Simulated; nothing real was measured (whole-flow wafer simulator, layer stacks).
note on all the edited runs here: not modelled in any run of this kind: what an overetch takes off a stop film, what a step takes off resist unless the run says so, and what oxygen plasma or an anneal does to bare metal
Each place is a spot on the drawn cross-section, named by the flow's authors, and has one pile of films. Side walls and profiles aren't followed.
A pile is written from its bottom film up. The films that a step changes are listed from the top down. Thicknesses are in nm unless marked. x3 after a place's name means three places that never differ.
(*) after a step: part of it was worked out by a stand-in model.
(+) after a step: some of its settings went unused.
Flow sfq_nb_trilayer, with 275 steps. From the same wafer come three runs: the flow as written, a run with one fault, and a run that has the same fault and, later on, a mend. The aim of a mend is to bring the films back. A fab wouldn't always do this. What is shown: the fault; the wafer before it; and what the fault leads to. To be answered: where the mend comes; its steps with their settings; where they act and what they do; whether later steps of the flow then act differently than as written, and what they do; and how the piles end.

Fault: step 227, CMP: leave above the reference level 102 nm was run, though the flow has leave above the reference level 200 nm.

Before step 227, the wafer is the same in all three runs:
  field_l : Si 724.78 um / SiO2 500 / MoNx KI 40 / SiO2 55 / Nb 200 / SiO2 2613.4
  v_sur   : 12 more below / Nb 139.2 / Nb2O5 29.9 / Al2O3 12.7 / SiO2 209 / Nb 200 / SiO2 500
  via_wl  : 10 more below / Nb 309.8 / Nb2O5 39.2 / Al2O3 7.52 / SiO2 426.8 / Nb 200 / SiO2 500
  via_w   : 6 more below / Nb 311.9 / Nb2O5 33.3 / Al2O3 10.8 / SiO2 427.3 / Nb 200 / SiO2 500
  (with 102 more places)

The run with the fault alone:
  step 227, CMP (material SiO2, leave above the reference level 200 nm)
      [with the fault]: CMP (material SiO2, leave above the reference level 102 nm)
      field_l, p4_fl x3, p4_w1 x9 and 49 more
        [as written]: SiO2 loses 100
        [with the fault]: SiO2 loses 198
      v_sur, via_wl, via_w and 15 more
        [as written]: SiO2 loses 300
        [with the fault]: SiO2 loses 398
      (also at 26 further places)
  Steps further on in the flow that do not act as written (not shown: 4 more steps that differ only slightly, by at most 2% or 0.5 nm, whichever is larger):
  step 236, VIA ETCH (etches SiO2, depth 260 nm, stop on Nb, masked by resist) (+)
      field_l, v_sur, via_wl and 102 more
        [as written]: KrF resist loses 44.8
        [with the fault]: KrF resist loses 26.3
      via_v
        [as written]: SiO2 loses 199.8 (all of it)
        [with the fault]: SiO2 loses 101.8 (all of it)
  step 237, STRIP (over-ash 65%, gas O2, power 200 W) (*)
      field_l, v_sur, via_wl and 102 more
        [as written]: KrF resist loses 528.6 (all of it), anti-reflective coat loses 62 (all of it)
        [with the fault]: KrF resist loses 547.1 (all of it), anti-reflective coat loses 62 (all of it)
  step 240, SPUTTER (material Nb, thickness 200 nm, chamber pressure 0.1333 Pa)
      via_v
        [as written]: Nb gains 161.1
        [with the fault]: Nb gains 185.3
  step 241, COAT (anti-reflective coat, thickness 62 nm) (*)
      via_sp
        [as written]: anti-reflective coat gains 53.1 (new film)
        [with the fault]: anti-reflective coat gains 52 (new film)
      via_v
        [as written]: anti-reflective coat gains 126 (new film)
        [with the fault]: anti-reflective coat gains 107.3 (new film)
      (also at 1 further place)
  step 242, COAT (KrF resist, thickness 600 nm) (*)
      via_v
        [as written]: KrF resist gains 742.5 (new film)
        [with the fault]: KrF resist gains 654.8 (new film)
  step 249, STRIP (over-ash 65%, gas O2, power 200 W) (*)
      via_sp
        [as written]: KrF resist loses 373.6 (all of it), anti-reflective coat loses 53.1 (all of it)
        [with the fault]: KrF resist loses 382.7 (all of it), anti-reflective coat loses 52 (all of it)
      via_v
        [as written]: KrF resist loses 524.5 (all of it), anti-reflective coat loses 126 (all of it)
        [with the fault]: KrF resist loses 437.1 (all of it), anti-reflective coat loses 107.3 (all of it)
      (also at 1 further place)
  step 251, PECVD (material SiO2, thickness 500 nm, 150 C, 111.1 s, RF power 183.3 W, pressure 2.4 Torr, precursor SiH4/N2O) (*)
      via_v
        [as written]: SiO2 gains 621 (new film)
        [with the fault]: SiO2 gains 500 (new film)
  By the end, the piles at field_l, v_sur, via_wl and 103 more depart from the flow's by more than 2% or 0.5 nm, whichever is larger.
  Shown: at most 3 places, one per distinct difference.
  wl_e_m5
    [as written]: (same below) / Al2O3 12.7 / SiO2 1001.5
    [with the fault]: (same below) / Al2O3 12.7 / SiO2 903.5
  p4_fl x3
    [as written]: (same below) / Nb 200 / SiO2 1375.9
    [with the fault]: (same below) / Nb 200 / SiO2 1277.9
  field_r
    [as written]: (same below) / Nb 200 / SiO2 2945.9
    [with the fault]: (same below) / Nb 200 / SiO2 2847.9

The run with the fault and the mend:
  After step 234 comes the mend.
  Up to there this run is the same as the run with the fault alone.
  step 234a, STRIP (over-ash 65%, gas O2, power 200 W) (*)
      field_l, v_sur, via_wl and 102 more
        KrF resist loses 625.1 (all of it), anti-reflective coat loses 62 (all of it)
      via_v
        anti-reflective coat loses 62 (all of it)
  step 234b, PECVD (material SiO2, thickness 98 nm, 150 C, 21.78 s, RF power 183.3 W, pressure 2.4 Torr, precursor SiH4/N2O) (the flow's step 226 again, with other settings)
      field_l, v_sur, via_wl and 103 more
        SiO2 gains 98
  step 234c, COAT (anti-reflective coat, thickness 62 nm) (the flow's step 229 again)
      field_l, v_sur, via_wl and 103 more
        anti-reflective coat gains 62 (new film)
  step 234d, COAT (KrF resist, thickness 650 nm) (the flow's step 230 again)
      field_l, v_sur, via_wl and 103 more
        KrF resist gains 650 (new film)
  step 234e, SOFTBAKE (KrF resist) (the flow's step 231 again)
      does not change any film at any place that is followed
  step 234f, EXPOSE (photomask I6, dose 11.91 mJ/cm2, NA 0.6, wavelength 248 nm) (*) (the flow's step 232 again)
      does not change any film at any place that is followed
  step 234g, PEB (KrF resist, 90 s) (the flow's step 233 again)
      field_l, v_sur, via_wl and 103 more
        KrF resist loses 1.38
  step 234h, DEVELOP (KrF resist, thickness 650 nm, 60 s) (the flow's step 234 again)
      field_l, v_sur, via_wl and 102 more
        KrF resist loses 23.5
      via_v
        KrF resist loses 648.6 (all of it)
  Later steps of the flow that are run all act as written at every place that is followed, up to a difference of at most 2% or 0.5 nm, whichever is larger.
  At every place that both follow, the piles at the end match the flow's.
